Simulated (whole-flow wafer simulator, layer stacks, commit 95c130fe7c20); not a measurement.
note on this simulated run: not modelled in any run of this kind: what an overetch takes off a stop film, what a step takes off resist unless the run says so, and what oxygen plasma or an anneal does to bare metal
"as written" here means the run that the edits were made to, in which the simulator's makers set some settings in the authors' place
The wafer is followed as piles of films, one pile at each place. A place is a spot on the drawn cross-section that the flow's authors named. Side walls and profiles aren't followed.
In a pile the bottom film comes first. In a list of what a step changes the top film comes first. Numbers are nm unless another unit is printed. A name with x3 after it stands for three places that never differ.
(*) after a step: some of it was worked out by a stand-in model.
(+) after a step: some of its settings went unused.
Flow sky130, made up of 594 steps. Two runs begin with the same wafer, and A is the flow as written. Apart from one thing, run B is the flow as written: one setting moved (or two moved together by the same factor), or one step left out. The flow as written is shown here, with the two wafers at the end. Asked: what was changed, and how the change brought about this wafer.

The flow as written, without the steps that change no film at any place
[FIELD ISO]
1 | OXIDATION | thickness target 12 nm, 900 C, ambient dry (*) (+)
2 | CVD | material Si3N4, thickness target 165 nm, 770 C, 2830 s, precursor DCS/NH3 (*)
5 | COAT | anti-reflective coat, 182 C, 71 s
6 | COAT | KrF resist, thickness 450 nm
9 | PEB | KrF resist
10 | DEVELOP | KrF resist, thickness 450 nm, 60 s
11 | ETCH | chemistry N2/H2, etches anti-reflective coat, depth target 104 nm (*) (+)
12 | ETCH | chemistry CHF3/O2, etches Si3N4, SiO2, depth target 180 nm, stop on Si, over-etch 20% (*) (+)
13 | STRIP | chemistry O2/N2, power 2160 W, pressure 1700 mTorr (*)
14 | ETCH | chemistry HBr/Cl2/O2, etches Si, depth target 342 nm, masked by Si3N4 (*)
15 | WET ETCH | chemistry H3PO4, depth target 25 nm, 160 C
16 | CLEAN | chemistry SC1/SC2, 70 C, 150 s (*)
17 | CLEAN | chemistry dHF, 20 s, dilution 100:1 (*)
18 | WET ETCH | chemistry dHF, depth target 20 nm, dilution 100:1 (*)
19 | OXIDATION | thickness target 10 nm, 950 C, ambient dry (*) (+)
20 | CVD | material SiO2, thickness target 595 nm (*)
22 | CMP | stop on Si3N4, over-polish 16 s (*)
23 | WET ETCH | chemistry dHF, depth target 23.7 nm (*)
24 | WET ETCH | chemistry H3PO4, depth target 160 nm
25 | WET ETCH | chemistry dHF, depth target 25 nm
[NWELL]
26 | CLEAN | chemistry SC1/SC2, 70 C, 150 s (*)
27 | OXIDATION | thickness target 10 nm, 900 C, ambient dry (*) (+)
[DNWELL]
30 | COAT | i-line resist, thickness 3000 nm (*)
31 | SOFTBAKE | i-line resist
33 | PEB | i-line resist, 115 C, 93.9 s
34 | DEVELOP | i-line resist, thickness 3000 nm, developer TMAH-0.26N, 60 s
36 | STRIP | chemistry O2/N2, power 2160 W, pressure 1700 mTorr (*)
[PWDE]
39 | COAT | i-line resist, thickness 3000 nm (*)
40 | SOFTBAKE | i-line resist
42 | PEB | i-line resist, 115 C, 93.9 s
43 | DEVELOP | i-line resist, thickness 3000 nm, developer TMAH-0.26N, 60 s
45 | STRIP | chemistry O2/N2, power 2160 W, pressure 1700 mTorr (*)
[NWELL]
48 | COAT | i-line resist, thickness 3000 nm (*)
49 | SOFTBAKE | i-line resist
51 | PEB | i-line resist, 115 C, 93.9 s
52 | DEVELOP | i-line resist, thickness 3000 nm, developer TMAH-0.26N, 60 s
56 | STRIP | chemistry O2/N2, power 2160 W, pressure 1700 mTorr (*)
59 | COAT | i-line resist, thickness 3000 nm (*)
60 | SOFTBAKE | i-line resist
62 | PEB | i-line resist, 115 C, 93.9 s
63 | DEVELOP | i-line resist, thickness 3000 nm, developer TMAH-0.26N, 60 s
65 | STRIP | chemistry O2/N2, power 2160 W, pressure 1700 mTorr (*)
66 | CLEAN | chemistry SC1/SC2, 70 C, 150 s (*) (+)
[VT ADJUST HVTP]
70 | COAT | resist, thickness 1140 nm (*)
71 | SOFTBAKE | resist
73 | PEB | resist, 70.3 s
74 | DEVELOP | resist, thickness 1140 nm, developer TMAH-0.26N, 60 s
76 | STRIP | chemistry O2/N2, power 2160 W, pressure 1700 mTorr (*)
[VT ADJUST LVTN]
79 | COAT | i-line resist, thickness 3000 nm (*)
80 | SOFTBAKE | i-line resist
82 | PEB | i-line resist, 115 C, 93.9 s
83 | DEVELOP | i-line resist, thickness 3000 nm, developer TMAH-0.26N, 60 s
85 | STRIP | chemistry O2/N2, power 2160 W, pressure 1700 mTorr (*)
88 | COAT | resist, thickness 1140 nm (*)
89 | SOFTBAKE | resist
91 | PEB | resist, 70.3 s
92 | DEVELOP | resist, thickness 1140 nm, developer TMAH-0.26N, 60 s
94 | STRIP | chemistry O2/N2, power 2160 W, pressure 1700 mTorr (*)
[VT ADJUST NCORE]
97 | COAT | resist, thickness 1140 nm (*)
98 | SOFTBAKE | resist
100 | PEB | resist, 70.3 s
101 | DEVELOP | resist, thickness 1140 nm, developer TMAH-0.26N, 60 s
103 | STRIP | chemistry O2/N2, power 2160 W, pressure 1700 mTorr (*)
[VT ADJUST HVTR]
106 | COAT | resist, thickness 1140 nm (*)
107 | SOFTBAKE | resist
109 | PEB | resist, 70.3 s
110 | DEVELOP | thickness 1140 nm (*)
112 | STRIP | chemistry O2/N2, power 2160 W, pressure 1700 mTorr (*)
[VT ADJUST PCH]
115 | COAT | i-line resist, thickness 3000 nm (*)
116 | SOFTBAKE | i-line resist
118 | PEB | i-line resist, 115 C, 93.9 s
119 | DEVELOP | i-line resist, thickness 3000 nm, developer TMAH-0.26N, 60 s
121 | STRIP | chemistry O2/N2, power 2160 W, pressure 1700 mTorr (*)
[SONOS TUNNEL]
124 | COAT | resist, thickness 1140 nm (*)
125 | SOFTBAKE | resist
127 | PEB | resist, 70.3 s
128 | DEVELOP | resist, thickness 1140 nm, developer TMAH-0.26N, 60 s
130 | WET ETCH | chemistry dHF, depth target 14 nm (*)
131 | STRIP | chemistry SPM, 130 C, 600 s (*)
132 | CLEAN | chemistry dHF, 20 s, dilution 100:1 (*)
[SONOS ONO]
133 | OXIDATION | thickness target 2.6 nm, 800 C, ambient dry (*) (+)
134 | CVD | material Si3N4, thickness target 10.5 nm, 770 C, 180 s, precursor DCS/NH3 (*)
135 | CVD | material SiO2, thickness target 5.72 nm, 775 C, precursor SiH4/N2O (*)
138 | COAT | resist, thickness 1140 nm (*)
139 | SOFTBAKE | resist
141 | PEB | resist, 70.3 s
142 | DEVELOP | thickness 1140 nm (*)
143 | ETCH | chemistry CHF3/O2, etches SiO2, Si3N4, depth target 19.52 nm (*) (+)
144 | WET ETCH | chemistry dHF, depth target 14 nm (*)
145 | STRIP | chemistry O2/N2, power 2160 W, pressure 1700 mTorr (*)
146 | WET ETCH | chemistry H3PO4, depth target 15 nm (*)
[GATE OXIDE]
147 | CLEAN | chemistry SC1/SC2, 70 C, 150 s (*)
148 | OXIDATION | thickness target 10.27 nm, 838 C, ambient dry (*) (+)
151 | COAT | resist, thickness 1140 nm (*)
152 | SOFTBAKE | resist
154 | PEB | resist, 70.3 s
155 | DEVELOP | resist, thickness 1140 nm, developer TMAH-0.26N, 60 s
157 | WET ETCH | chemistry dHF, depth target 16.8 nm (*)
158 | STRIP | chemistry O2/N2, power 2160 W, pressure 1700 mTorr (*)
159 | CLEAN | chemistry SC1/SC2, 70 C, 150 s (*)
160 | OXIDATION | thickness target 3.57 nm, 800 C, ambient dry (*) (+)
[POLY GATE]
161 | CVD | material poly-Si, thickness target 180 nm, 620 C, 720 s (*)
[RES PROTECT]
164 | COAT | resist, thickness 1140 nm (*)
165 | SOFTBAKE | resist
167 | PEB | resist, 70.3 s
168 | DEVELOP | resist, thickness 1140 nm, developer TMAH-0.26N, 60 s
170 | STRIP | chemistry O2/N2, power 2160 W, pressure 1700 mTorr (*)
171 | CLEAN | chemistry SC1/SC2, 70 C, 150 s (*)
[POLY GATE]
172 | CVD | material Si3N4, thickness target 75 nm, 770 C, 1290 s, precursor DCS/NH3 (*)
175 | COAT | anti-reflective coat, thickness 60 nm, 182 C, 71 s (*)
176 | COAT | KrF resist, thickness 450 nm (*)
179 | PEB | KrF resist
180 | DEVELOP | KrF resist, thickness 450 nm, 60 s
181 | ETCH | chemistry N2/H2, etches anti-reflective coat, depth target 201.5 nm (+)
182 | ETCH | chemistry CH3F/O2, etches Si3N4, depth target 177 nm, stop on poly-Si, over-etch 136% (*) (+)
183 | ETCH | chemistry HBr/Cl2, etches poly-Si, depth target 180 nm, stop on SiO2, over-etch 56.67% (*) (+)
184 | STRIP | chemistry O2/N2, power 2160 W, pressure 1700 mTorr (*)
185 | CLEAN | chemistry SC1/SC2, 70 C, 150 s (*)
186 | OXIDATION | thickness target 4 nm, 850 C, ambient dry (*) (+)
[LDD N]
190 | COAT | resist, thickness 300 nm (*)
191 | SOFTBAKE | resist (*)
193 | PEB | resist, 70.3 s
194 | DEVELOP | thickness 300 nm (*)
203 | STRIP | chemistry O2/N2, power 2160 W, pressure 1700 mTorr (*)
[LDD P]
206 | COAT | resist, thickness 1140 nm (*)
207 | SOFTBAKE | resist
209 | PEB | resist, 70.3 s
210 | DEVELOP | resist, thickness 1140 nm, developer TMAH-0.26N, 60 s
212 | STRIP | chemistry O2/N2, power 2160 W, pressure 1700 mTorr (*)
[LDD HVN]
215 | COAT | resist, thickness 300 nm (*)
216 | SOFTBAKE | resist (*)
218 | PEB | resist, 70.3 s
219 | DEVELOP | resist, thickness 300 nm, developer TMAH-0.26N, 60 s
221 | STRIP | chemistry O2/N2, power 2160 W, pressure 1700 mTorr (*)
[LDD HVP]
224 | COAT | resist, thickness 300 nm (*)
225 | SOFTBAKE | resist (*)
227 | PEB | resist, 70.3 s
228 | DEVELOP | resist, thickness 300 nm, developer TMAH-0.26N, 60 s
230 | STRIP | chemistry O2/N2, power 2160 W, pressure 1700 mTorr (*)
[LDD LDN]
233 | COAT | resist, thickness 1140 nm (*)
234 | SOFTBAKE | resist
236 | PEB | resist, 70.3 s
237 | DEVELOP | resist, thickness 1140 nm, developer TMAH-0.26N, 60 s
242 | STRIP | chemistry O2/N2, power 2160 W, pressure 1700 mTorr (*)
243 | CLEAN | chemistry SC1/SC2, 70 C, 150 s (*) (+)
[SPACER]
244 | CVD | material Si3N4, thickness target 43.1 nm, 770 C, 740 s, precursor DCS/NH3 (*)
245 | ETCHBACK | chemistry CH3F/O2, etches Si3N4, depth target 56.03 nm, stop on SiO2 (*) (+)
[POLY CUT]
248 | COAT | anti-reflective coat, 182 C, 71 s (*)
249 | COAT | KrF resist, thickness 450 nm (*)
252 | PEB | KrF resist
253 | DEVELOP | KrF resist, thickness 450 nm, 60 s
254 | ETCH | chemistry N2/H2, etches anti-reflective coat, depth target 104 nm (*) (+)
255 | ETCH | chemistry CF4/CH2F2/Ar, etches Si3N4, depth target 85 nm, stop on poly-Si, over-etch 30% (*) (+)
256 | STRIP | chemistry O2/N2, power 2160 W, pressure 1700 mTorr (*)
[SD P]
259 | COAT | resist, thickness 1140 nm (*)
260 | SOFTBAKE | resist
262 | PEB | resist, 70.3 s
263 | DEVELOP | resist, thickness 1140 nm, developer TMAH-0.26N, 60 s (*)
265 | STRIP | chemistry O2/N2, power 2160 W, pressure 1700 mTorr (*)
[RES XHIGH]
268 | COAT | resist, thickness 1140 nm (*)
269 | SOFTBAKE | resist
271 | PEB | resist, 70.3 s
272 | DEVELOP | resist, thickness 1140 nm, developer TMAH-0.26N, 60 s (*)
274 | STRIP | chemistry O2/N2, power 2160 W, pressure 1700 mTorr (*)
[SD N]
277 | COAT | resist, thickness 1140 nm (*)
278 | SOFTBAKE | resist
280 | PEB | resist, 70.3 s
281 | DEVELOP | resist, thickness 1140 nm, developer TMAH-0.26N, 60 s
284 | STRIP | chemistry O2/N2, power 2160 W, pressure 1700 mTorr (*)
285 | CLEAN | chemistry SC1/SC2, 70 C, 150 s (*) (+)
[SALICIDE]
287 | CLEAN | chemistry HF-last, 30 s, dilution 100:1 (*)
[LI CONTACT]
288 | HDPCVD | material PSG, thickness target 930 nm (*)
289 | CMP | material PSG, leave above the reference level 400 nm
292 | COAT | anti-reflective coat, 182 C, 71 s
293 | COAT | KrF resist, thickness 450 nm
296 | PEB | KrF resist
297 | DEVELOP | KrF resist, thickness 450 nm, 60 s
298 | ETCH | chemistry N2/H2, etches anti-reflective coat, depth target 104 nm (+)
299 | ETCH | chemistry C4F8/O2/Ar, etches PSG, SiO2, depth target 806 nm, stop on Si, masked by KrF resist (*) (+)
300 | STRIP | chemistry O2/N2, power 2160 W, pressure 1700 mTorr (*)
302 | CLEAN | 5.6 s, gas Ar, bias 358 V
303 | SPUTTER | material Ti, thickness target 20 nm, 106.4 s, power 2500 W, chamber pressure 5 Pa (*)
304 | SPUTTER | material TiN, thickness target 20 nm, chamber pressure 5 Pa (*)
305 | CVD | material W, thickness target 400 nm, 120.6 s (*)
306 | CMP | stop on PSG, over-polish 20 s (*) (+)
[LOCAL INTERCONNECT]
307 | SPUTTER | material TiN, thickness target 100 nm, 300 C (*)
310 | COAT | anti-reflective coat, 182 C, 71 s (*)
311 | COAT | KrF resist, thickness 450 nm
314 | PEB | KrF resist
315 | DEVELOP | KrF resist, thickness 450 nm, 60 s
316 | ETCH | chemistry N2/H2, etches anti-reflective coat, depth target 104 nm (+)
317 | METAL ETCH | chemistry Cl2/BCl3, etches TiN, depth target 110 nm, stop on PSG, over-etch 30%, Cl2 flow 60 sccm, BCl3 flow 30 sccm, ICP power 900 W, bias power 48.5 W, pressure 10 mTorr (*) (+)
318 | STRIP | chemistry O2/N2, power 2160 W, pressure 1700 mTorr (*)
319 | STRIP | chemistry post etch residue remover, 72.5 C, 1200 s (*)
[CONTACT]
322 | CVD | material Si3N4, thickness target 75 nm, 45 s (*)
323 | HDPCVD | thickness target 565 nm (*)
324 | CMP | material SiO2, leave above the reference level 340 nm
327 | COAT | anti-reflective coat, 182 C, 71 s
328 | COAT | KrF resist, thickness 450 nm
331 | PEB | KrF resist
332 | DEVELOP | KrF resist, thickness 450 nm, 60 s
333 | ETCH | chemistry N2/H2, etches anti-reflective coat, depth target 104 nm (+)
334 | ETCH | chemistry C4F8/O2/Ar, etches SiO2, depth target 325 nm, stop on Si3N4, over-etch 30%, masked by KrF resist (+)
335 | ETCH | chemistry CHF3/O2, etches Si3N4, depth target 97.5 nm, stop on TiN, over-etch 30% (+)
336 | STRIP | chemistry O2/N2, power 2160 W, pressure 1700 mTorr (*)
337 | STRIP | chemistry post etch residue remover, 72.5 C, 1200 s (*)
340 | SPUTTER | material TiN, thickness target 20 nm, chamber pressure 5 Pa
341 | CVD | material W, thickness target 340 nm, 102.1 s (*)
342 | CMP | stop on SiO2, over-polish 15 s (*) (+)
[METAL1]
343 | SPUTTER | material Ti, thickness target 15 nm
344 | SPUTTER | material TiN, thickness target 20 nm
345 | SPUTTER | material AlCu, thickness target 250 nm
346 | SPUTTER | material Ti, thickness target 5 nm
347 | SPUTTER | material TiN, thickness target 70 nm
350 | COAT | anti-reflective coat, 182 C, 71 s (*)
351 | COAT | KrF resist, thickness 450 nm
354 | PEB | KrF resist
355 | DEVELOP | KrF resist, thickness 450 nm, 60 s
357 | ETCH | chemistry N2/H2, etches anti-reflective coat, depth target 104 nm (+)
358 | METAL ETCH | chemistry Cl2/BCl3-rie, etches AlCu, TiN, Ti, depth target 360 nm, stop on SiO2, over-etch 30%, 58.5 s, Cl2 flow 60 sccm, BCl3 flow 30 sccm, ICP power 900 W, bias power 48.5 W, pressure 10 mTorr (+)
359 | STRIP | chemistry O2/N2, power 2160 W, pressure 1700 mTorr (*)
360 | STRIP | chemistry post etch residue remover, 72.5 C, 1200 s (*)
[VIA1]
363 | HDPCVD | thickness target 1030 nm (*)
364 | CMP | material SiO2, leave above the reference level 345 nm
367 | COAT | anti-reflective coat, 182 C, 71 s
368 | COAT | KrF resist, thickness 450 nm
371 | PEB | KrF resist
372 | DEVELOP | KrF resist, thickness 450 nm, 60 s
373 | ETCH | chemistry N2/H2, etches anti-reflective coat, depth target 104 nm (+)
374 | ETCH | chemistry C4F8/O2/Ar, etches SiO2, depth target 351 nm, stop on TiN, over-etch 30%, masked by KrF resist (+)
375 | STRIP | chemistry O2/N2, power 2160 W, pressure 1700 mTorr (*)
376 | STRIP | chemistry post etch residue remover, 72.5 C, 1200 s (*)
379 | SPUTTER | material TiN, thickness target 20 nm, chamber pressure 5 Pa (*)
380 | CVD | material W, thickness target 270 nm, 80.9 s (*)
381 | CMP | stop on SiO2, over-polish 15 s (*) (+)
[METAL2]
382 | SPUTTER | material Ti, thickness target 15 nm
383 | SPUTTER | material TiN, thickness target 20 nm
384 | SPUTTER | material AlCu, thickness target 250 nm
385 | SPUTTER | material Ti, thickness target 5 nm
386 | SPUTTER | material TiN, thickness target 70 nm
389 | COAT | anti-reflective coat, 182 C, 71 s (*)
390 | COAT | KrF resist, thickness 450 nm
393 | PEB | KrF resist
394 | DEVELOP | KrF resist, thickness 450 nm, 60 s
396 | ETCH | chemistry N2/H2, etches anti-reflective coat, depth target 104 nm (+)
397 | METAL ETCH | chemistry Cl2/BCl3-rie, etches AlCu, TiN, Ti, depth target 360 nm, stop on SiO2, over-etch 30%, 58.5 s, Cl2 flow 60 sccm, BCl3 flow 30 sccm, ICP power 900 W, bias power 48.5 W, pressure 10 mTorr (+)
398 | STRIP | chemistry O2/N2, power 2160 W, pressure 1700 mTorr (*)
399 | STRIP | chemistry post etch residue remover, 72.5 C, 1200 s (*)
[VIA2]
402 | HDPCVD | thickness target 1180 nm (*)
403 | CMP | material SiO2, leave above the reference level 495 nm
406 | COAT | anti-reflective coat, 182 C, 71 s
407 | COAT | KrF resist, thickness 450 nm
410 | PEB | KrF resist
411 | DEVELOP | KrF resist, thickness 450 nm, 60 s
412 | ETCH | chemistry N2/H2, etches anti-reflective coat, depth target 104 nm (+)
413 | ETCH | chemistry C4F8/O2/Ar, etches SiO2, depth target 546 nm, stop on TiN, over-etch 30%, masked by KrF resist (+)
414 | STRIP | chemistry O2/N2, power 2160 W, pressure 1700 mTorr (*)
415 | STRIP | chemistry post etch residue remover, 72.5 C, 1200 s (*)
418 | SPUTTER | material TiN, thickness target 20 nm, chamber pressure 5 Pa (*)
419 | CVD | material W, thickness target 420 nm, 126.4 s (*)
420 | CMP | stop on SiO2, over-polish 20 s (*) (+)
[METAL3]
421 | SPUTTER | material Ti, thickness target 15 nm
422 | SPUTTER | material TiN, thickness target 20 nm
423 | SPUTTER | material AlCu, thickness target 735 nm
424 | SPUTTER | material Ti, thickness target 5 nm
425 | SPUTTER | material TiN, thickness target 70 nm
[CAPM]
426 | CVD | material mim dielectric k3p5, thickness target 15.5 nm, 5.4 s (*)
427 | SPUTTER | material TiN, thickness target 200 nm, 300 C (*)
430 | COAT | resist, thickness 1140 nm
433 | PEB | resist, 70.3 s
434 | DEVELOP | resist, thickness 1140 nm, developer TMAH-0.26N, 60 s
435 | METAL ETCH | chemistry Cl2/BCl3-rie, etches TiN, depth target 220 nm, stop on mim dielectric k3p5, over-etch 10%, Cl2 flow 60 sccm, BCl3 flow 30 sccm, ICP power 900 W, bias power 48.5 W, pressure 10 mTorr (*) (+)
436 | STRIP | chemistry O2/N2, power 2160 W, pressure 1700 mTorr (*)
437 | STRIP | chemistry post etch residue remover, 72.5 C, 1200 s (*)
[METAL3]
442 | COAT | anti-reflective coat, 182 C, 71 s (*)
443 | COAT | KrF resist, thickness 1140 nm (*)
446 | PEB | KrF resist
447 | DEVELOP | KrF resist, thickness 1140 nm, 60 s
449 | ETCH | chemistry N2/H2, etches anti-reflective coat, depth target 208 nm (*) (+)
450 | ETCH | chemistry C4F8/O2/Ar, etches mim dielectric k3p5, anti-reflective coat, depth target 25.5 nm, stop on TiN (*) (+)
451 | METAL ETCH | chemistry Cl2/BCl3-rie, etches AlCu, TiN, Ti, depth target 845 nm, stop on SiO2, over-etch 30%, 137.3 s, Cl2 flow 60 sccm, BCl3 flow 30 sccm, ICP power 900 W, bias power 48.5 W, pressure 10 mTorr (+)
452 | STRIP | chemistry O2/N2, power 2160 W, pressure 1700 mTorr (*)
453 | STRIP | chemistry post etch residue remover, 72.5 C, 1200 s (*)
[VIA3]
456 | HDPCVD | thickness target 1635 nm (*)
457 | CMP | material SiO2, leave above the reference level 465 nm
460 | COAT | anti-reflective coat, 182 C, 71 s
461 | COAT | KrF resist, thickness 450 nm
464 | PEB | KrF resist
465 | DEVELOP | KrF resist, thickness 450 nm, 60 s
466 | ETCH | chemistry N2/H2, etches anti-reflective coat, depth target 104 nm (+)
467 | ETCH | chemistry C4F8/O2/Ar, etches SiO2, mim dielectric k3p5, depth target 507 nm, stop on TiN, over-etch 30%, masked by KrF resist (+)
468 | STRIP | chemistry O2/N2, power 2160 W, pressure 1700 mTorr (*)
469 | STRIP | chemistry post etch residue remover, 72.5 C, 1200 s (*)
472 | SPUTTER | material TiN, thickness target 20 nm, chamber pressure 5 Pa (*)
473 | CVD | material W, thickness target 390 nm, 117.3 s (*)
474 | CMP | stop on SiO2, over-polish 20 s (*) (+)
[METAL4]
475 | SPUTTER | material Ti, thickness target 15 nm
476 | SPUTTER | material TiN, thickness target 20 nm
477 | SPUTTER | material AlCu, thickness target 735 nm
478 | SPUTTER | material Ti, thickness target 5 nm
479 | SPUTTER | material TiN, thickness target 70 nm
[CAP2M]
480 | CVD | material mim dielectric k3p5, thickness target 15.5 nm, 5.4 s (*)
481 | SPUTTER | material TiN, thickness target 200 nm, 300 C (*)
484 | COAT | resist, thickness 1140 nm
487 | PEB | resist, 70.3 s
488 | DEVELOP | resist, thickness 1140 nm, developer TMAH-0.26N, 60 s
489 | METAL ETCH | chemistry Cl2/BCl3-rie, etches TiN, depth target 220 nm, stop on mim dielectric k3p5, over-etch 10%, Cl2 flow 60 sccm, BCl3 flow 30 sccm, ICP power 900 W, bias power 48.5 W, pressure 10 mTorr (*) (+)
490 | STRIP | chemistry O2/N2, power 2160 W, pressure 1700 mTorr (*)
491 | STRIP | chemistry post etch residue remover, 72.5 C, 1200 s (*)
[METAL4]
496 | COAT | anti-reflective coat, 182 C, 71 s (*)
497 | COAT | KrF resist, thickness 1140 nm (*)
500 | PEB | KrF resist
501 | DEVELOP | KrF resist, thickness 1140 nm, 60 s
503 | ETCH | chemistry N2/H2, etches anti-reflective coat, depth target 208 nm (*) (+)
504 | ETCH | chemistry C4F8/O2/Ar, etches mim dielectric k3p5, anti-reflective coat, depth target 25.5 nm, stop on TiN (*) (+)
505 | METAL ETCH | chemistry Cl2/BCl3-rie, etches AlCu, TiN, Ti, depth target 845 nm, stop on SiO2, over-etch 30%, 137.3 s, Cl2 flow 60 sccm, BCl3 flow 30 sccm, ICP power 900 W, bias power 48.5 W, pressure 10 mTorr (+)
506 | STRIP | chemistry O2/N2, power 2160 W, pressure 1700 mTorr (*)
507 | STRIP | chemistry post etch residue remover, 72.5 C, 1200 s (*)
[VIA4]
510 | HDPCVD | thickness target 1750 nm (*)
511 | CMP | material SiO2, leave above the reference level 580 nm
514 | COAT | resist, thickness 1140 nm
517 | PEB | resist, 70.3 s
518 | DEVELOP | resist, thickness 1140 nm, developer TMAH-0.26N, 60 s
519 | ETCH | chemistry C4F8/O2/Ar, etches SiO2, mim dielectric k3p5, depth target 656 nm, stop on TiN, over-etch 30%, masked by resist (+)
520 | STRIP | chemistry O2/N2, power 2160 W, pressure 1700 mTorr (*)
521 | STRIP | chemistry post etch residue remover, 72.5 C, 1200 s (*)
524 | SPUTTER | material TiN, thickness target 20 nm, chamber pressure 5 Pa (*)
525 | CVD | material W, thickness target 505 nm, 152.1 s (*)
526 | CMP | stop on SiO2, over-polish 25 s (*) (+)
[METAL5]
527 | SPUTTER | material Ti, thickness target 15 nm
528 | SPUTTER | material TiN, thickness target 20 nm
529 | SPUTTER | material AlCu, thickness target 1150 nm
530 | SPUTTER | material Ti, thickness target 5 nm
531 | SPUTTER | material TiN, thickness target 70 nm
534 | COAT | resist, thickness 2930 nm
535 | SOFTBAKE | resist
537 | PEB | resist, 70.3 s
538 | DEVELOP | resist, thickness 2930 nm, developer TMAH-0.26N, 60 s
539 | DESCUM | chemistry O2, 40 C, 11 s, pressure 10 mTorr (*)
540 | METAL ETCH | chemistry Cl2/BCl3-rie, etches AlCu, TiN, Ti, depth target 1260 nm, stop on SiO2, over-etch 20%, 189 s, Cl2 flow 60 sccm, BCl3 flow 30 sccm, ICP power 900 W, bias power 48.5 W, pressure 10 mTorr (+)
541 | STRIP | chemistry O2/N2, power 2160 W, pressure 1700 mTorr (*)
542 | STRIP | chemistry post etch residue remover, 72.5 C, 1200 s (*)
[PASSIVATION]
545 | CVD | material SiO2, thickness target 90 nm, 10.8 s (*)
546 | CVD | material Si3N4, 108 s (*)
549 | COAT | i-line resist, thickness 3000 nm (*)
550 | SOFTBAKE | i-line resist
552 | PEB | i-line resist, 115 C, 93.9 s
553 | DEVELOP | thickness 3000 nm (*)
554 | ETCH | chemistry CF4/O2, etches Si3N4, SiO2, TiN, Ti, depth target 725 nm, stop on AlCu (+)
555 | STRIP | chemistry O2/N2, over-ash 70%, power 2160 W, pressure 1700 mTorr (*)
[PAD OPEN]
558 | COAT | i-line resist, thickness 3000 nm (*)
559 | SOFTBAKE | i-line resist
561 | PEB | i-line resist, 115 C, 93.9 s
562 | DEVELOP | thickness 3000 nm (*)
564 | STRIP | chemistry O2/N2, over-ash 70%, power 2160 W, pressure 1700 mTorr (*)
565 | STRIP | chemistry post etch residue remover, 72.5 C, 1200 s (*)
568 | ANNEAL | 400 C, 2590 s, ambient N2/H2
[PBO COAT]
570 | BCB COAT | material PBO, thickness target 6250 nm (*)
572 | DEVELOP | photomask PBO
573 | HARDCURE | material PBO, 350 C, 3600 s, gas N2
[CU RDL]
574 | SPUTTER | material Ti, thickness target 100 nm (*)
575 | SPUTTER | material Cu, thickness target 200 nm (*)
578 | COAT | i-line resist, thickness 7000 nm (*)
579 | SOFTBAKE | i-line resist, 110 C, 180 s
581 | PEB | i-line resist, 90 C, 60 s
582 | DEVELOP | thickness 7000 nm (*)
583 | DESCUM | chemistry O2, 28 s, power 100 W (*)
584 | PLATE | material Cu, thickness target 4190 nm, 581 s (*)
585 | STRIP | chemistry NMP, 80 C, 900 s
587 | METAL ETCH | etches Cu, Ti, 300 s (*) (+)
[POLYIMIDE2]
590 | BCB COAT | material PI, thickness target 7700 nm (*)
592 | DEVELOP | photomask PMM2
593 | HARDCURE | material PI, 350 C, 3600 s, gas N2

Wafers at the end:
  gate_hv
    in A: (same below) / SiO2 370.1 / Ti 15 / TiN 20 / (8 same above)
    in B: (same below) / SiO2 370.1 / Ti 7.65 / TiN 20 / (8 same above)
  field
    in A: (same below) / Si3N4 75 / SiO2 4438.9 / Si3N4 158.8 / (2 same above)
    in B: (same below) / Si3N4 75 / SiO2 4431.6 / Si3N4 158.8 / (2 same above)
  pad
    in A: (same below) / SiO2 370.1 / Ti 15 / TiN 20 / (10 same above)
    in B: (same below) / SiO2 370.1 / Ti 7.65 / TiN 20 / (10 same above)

Cause: step 475, SPUTTER: thickness target 7.65 nm was run, while the flow as written has thickness target 15 nm.
The wafer itself shows it: gate_hv has Ti 7.65, and step 475 as written asks for 15 nm.

The path from the change to this, step by step:
  475 | SPUTTER | material Ti, thickness target 15 nm
      field, active, n_well and 189 more: A +15 Ti (new film) | B +7.65 Ti (new film)
  505 | METAL ETCH | chemistry Cl2/BCl3-rie, etches AlCu, TiN, Ti, depth target 845 nm, stop on SiO2, over-etch 30%, 137.3 s, Cl2 flow 60 sccm, BCl3 flow 30 sccm, ICP power 900 W, bias power 48.5 W, pressure 10 mTorr (+)
      field, gate, spacer and 68 more: A -70 TiN (all of it), -5 Ti (all of it), -735 AlCu (all of it), -20 TiN (all of it), -15 Ti (all of it), -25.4 SiO2 | B -70 TiN (all of it), -5 Ti (all of it), -735 AlCu (all of it), -20 TiN (all of it), -7.65 Ti (all of it), -26.1 SiO2
      active, vpp_iso1, mim_edge_plate and 14 more: A -70 TiN (all of it), -5 Ti (all of it), -735 AlCu (all of it), -20 TiN (all of it), -15 Ti (all of it), -25.3 SiO2 | B -70 TiN (all of it), -5 Ti (all of it), -735 AlCu (all of it), -20 TiN (all of it), -7.65 Ti (all of it), -26.1 SiO2
